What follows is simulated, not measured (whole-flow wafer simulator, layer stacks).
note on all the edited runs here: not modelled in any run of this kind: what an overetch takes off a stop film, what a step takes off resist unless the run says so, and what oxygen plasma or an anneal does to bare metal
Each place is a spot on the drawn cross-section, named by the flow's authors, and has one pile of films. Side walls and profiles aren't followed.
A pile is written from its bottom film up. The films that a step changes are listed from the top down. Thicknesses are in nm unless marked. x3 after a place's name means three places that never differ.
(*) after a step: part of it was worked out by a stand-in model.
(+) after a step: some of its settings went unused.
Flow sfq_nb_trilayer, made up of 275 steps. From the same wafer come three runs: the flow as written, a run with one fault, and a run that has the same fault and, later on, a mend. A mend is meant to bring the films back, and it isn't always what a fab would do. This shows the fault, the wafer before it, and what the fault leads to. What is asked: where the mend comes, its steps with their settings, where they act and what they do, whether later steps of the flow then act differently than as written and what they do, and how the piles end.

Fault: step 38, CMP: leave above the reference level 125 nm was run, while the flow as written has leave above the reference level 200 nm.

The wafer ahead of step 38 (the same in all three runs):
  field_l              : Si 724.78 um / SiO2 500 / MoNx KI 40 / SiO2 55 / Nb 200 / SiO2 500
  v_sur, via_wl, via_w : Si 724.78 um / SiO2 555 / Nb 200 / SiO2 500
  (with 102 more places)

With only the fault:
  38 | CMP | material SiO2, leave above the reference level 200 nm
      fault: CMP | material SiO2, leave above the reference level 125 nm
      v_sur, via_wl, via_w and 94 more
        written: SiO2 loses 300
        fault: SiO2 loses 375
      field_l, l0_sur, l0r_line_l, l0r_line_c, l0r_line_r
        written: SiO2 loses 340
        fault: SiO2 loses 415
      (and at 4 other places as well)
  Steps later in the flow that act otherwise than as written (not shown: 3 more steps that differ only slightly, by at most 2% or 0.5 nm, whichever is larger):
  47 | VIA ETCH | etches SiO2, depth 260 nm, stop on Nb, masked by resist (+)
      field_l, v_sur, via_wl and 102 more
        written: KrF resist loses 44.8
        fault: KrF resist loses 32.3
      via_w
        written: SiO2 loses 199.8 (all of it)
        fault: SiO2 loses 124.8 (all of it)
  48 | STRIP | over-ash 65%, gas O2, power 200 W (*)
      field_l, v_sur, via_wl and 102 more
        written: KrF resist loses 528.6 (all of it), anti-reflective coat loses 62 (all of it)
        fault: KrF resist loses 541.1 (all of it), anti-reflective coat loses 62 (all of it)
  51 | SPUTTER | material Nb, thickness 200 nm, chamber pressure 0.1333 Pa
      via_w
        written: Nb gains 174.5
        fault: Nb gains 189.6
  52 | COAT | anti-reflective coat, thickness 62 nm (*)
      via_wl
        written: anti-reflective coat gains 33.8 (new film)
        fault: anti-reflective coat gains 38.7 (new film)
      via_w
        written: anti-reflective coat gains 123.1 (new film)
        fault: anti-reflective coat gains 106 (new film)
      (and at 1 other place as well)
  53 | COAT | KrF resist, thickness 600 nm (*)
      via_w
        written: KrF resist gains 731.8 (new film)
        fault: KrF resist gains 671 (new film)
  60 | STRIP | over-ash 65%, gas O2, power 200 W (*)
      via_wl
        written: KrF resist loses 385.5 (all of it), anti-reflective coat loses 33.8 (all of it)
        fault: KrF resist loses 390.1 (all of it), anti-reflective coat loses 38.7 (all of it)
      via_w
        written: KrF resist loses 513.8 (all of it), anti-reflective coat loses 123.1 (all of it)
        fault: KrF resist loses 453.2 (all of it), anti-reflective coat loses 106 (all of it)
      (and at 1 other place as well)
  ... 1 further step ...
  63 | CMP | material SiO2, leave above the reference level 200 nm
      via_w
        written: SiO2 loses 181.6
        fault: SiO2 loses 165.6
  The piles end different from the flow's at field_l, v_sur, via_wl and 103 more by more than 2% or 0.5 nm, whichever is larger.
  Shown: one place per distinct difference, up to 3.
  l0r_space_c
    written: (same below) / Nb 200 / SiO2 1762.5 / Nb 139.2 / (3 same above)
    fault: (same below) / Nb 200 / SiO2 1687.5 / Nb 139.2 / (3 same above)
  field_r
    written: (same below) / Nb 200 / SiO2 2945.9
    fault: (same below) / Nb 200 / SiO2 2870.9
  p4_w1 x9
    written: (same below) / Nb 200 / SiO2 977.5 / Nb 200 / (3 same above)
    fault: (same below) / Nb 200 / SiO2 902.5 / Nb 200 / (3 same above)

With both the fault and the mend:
  After step 45 comes the mend.
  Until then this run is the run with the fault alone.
  45a | STRIP | over-ash 65%, gas O2, power 200 W (*)
      field_l, v_sur, via_wl and 102 more
        KrF resist loses 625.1 (all of it), anti-reflective coat loses 62 (all of it)
      via_w
        anti-reflective coat loses 62 (all of it)
  45b | PECVD | material SiO2, thickness 75 nm, 150 C, 16.67 s, RF power 183.3 W, pressure 2.4 Torr, precursor SiH4/N2O (the flow's step 37 again, with other settings)
      field_l, v_sur, via_wl and 103 more
        SiO2 gains 75
  45c | COAT | anti-reflective coat, thickness 62 nm (the flow's step 40 again)
      field_l, v_sur, via_wl and 103 more
        anti-reflective coat gains 62 (new film)
  45d | COAT | KrF resist, thickness 650 nm (the flow's step 41 again)
      field_l, v_sur, via_wl and 103 more
        KrF resist gains 650 (new film)
  45e | SOFTBAKE | KrF resist (the flow's step 42 again)
      alters no film at any place that is followed
  45f | EXPOSE | photomask I0, dose 11.91 mJ/cm2, NA 0.6, wavelength 248 nm (*) (the flow's step 43 again)
      alters no film at any place that is followed
  45g | PEB | KrF resist, 90 s (the flow's step 44 again)
      field_l, v_sur, via_wl and 103 more
        KrF resist loses 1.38
  45h | DEVELOP | KrF resist, thickness 650 nm, 60 s (the flow's step 45 again)
      field_l, v_sur, via_wl and 102 more
        KrF resist loses 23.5
      via_w
        KrF resist loses 648.6 (all of it)
  None of the later steps of the flow differs from how it acts as written, at any place that is followed, by more than 2% or 0.5 nm, whichever is larger.
  At the end the piles are close to the flow's at the places that both follow, differing by at most 2% or 0.5 nm, whichever is larger.
